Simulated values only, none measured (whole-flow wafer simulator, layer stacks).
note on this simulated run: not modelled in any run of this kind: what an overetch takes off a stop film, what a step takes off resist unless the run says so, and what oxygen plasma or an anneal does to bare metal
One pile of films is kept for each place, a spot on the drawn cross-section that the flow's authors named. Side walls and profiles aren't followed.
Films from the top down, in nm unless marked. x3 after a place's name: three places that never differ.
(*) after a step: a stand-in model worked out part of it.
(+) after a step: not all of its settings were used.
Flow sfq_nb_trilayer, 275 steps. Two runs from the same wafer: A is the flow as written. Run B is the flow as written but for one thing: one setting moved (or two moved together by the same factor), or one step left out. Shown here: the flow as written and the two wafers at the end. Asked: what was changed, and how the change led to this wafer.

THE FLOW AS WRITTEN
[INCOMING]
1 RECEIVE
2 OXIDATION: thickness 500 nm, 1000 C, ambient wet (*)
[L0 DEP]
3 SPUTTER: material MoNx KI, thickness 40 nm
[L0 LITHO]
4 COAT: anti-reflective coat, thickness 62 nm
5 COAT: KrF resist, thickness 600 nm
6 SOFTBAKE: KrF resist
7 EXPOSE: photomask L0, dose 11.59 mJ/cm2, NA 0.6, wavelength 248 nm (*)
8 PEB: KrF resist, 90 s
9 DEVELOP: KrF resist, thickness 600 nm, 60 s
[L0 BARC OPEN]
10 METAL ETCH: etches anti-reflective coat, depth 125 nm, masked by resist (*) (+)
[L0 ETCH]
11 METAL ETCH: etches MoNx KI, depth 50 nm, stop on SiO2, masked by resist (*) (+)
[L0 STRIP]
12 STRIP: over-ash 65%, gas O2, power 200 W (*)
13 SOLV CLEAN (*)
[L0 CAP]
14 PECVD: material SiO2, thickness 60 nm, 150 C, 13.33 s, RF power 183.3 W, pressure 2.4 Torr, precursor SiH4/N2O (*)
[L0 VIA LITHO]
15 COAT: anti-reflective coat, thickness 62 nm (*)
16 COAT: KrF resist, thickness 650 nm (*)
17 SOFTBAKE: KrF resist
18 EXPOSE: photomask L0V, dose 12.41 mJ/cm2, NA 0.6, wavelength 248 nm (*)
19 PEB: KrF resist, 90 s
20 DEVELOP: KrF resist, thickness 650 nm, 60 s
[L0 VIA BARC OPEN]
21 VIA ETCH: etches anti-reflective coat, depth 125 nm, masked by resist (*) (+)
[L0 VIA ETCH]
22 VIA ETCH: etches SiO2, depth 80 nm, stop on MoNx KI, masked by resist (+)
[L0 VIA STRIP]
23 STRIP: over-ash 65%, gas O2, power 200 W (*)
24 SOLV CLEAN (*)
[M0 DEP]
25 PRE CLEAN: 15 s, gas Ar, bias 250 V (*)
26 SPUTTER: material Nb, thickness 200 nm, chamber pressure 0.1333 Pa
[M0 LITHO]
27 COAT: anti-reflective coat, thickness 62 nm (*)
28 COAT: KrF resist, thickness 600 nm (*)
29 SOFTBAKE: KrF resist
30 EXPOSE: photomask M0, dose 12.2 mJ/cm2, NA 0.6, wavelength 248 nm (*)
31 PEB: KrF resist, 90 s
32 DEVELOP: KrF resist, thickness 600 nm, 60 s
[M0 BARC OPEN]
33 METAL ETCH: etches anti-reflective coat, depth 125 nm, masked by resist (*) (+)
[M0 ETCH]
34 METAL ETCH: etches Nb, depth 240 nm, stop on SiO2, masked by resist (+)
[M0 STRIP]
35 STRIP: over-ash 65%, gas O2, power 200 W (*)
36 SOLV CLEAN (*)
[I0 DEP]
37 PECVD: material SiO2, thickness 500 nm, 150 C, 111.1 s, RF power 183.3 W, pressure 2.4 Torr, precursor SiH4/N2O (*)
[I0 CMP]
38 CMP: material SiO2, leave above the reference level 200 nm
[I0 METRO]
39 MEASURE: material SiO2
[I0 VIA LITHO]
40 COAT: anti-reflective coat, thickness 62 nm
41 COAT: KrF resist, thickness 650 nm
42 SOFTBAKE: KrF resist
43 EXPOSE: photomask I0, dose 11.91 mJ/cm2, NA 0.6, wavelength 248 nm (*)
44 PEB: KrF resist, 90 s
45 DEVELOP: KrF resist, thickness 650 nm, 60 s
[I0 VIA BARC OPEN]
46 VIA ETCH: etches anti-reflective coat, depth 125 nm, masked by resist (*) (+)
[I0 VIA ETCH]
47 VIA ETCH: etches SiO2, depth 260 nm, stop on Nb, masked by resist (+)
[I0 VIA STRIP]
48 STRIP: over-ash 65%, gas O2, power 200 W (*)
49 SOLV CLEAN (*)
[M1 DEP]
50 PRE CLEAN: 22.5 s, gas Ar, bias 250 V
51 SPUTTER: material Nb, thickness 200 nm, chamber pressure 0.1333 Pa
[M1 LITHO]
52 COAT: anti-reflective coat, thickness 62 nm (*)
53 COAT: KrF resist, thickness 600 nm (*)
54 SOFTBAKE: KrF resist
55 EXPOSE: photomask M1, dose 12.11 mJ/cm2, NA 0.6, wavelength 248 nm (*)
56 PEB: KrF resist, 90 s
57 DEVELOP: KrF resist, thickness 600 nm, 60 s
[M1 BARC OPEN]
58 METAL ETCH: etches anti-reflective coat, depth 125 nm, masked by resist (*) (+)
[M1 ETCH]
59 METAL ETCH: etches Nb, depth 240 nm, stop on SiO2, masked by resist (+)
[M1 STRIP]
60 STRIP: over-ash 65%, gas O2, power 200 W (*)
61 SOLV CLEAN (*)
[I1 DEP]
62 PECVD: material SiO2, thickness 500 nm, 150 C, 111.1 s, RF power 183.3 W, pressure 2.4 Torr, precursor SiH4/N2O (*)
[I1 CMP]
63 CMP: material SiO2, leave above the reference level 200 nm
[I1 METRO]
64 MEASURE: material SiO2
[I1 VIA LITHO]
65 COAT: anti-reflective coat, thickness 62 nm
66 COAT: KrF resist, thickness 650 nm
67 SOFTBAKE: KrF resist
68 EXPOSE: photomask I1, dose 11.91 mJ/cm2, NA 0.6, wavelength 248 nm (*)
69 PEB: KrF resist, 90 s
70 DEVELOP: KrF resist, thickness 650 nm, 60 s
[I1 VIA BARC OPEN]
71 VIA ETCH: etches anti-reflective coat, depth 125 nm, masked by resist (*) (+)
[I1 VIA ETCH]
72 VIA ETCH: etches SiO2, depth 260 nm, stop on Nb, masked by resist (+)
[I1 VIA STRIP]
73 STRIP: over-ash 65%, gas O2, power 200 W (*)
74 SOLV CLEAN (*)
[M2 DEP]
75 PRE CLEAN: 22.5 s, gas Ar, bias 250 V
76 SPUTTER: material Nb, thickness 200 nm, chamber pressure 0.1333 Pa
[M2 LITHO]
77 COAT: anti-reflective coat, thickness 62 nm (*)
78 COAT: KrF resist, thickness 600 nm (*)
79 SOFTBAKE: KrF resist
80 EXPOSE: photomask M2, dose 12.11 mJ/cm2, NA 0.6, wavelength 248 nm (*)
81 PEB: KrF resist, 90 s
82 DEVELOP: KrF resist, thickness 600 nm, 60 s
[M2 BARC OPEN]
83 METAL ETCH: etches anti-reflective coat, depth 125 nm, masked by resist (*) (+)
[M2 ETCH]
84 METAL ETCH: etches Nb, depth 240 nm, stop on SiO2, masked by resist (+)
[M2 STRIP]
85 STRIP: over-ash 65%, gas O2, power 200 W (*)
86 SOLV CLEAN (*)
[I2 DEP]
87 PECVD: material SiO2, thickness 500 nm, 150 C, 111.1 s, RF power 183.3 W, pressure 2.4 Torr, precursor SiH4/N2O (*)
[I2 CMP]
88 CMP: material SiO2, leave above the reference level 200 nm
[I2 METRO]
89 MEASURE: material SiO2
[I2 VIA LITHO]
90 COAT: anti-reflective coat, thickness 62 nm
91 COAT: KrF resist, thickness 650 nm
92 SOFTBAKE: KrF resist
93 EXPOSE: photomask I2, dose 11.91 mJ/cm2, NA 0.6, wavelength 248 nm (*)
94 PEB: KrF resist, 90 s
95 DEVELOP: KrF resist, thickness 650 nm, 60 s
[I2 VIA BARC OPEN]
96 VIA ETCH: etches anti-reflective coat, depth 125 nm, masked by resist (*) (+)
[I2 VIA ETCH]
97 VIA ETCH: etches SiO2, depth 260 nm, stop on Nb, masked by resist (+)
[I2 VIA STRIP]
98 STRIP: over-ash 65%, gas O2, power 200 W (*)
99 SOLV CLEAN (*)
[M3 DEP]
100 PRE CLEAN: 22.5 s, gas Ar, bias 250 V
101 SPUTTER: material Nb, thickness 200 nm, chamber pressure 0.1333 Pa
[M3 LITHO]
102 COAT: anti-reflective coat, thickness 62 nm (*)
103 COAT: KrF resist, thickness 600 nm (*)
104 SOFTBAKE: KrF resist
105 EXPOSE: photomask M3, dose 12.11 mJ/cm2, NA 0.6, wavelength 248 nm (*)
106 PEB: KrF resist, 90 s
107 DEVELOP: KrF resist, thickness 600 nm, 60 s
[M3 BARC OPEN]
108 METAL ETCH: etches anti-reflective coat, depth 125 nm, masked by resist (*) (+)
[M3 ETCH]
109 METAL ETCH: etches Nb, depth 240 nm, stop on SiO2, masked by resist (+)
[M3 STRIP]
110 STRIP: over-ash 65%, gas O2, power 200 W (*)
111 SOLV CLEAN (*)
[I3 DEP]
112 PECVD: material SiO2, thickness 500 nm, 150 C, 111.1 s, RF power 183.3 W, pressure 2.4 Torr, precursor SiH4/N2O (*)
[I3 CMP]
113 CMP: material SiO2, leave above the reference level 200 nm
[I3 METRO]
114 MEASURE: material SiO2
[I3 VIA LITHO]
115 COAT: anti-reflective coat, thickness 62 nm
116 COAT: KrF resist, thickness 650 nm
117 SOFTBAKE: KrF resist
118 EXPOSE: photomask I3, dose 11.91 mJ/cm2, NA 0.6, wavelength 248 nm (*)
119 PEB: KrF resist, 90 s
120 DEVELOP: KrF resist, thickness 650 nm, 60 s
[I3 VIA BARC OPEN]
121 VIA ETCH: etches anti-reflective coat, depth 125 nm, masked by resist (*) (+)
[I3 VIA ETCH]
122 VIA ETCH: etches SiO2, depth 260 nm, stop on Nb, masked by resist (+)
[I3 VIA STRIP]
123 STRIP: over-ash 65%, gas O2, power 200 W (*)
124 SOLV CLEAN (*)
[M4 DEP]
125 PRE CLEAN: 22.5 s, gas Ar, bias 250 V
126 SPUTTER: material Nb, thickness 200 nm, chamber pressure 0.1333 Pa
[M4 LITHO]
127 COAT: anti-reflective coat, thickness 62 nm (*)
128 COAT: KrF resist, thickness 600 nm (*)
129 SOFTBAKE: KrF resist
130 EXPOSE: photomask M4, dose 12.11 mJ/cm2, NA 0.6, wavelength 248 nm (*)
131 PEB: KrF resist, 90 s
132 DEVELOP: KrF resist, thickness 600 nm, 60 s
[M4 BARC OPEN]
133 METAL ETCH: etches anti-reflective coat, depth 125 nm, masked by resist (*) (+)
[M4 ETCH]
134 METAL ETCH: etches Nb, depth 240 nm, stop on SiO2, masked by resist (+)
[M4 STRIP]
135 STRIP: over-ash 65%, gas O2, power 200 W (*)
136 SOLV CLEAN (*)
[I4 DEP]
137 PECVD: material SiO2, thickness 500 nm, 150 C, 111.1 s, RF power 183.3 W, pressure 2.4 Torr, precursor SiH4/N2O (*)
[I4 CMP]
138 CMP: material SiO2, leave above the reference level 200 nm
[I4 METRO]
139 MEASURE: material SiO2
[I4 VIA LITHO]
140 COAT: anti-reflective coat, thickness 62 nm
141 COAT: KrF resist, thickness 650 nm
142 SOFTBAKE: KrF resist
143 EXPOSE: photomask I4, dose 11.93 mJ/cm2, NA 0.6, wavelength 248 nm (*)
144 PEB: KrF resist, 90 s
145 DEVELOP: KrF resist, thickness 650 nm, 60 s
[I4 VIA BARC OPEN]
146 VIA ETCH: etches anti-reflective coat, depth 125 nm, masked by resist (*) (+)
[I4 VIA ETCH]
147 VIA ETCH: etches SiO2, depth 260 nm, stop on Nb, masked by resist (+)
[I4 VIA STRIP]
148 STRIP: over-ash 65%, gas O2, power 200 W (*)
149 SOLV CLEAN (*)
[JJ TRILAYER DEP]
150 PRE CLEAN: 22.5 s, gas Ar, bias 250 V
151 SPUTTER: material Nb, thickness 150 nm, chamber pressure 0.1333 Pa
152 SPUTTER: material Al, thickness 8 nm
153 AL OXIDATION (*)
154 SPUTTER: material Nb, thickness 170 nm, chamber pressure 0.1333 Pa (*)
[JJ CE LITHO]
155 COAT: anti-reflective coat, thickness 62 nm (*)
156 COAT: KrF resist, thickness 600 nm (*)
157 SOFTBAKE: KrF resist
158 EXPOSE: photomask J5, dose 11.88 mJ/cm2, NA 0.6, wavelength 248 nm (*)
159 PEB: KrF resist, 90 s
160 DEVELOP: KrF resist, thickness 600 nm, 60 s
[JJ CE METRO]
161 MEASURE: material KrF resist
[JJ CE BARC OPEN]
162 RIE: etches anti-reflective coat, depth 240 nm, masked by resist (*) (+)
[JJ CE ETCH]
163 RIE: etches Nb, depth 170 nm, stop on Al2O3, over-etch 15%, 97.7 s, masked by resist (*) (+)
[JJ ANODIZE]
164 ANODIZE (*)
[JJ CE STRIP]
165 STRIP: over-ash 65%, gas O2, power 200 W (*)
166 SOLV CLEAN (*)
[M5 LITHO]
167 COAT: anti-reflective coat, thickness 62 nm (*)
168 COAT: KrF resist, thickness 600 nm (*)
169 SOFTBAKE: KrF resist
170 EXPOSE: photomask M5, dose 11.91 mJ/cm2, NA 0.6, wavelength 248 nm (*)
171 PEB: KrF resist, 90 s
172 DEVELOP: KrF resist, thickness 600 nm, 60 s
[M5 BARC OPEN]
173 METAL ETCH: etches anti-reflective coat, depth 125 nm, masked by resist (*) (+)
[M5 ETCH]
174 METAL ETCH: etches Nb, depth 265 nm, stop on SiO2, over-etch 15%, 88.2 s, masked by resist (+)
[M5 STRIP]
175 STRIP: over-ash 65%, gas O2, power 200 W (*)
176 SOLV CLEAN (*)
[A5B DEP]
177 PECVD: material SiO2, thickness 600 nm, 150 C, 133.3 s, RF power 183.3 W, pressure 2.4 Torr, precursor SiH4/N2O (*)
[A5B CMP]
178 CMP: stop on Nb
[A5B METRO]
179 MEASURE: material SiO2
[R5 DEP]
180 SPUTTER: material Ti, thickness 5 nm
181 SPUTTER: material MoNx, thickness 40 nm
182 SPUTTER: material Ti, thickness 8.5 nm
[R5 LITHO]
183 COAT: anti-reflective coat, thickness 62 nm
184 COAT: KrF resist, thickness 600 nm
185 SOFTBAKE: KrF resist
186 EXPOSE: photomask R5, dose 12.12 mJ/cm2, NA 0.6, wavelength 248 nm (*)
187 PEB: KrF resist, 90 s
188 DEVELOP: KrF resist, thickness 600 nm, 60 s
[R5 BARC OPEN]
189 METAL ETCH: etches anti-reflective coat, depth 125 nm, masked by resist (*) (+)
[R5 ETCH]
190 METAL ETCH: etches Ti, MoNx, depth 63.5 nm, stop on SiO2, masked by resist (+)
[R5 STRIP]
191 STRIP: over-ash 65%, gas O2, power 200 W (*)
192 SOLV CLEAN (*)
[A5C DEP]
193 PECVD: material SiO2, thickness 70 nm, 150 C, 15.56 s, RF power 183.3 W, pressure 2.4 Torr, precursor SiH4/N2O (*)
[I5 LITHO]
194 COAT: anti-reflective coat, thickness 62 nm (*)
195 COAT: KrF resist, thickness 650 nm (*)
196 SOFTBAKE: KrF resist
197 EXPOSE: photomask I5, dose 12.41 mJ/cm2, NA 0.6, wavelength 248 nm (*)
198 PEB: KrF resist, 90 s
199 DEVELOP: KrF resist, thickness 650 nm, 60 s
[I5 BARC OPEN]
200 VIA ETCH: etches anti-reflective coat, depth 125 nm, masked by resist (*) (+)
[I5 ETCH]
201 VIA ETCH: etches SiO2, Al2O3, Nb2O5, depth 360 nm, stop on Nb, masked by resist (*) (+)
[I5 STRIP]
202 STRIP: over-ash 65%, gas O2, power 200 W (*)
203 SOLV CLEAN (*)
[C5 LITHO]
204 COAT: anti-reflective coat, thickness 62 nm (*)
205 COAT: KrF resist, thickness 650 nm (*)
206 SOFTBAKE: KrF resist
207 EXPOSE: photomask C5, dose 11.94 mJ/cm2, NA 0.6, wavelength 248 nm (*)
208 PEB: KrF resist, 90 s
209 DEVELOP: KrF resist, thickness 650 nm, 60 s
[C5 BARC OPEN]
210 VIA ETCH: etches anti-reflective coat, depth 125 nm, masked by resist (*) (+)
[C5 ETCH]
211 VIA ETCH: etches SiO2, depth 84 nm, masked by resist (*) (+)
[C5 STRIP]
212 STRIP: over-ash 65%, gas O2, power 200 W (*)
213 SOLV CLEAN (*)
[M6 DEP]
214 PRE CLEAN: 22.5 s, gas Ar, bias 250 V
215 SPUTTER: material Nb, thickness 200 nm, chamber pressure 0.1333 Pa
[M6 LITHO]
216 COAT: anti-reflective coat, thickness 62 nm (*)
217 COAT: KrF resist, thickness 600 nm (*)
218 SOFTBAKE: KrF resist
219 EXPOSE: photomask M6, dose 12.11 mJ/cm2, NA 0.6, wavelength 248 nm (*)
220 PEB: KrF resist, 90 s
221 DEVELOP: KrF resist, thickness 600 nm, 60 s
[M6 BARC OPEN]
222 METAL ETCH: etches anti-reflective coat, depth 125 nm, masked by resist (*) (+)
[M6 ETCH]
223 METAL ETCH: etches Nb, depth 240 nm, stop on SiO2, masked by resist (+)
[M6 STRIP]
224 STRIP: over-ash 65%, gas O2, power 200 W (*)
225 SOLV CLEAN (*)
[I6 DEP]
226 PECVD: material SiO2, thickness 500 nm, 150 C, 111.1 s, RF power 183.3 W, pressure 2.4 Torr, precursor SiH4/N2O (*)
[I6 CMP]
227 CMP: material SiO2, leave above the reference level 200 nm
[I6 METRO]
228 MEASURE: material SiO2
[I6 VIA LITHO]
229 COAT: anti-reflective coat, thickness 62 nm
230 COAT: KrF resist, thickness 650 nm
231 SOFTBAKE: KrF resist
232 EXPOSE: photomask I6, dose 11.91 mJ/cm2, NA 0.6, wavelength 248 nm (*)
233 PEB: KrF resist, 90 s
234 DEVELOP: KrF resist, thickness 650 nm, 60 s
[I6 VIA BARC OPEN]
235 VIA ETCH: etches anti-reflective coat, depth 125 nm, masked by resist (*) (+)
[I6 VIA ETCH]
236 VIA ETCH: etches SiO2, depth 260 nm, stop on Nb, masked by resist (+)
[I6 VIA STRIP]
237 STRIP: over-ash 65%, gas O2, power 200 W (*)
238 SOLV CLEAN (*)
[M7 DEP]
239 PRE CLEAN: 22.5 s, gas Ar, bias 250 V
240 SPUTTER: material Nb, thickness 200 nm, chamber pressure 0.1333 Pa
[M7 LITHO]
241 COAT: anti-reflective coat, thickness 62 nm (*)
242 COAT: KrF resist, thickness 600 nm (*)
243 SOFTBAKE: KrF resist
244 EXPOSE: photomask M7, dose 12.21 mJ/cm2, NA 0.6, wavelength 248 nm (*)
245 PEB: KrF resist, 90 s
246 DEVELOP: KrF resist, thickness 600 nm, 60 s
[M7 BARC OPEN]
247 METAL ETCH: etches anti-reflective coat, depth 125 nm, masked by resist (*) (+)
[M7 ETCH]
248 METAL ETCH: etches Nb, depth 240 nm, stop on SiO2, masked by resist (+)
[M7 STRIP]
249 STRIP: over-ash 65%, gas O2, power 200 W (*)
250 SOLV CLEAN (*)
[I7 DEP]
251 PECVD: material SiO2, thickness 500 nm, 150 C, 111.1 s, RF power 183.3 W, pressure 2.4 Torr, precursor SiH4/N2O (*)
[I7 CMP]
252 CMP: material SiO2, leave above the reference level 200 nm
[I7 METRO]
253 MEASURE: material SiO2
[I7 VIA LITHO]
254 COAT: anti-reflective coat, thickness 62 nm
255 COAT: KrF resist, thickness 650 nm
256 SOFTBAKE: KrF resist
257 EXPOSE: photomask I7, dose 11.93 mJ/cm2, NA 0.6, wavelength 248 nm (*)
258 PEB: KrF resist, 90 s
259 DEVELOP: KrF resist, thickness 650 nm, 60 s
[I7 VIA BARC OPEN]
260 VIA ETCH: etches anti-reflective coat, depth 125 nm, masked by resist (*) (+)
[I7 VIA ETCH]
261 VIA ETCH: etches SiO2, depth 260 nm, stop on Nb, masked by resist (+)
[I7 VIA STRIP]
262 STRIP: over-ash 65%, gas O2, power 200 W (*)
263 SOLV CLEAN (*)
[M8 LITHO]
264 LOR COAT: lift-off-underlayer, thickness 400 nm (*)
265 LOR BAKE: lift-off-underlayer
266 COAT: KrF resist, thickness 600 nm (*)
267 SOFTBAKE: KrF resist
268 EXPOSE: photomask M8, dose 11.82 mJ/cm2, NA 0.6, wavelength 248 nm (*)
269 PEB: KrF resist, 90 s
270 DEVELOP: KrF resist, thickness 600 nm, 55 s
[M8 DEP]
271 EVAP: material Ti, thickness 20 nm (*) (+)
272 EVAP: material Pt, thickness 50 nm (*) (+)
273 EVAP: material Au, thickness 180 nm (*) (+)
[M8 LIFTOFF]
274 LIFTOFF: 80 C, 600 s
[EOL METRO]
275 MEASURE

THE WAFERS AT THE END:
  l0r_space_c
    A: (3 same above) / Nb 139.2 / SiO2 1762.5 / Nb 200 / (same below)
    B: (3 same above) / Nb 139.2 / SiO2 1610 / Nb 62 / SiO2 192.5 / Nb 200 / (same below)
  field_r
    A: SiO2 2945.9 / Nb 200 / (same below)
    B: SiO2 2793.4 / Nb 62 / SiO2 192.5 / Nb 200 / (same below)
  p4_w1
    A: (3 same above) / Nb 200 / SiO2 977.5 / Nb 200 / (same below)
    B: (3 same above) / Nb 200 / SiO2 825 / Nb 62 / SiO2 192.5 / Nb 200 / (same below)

The cause: step 51, SPUTTER: thickness 302 nm was run, where the flow has thickness 200 nm.

How the change led to this, step by step:
  51 SPUTTER: material Nb, thickness 200 nm, chamber pressure 0.1333 Pa
      field_l, v_sur, via_wl and 102 more: A Nb +200 (new film) | B Nb +302 (new film)
      via_w: A Nb +174.5 | B Nb +265.1
  52 COAT: anti-reflective coat, thickness 62 nm (*)
      via_wr: A anti-reflective coat +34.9 (new film) | B anti-reflective coat +33.3 (new film)
  59 METAL ETCH: etches Nb, depth 240 nm, stop on SiO2, masked by resist (+)
      field_l, be, be_sur and 79 more: A Nb -200 (all of it) | B Nb -240
  60 STRIP: over-ash 65%, gas O2, power 200 W (*)
      via_wr: A KrF resist -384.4 (all of it), anti-reflective coat -34.9 (all of it) | B KrF resist -384.7 (all of it), anti-reflective coat -33.3 (all of it)
  62 PECVD: material SiO2, thickness 500 nm, 150 C, 111.1 s, RF power 183.3 W, pressure 2.4 Torr, precursor SiH4/N2O (*)
      field_l, be, be_sur and 72 more: A SiO2 +500 | B SiO2 +500 (new film)
      lsp_m, ln_m6, lsp_r, l0_sur, l0v: A SiO2 +494.9 | B SiO2 +493.9 (new film)
      (and at 3 more places)
  63 CMP: material SiO2, leave above the reference level 200 nm
      field_l, be, be_sur and 72 more: A SiO2 -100 | B SiO2 -60
      lsp_m, ln_m6, lsp_r, l0_sur, l0v: A SiO2 -94.9 | B SiO2 -53.9
      (and at 1 more place)
Counting metal films that touch as one body, l0r_space_c has 3 bodies (between them, from the top down: SiO2 1610; SiO2 192.5); the flow as written gives 2 bodies (between them, from the top down: SiO2 1762.5).
Counting metal films that touch as one body, field_r has 2 bodies (between them, from the top down: SiO2 192.5); the flow as written gives 1 body.
Counting metal films that touch as one body, p4_w1 has 4 bodies (between them, from the top down: SiO2 192.5; SiO2 825; SiO2 192.5); the flow as written gives 3 bodies (between them, from the top down: SiO2 192.5; SiO2 977.5).
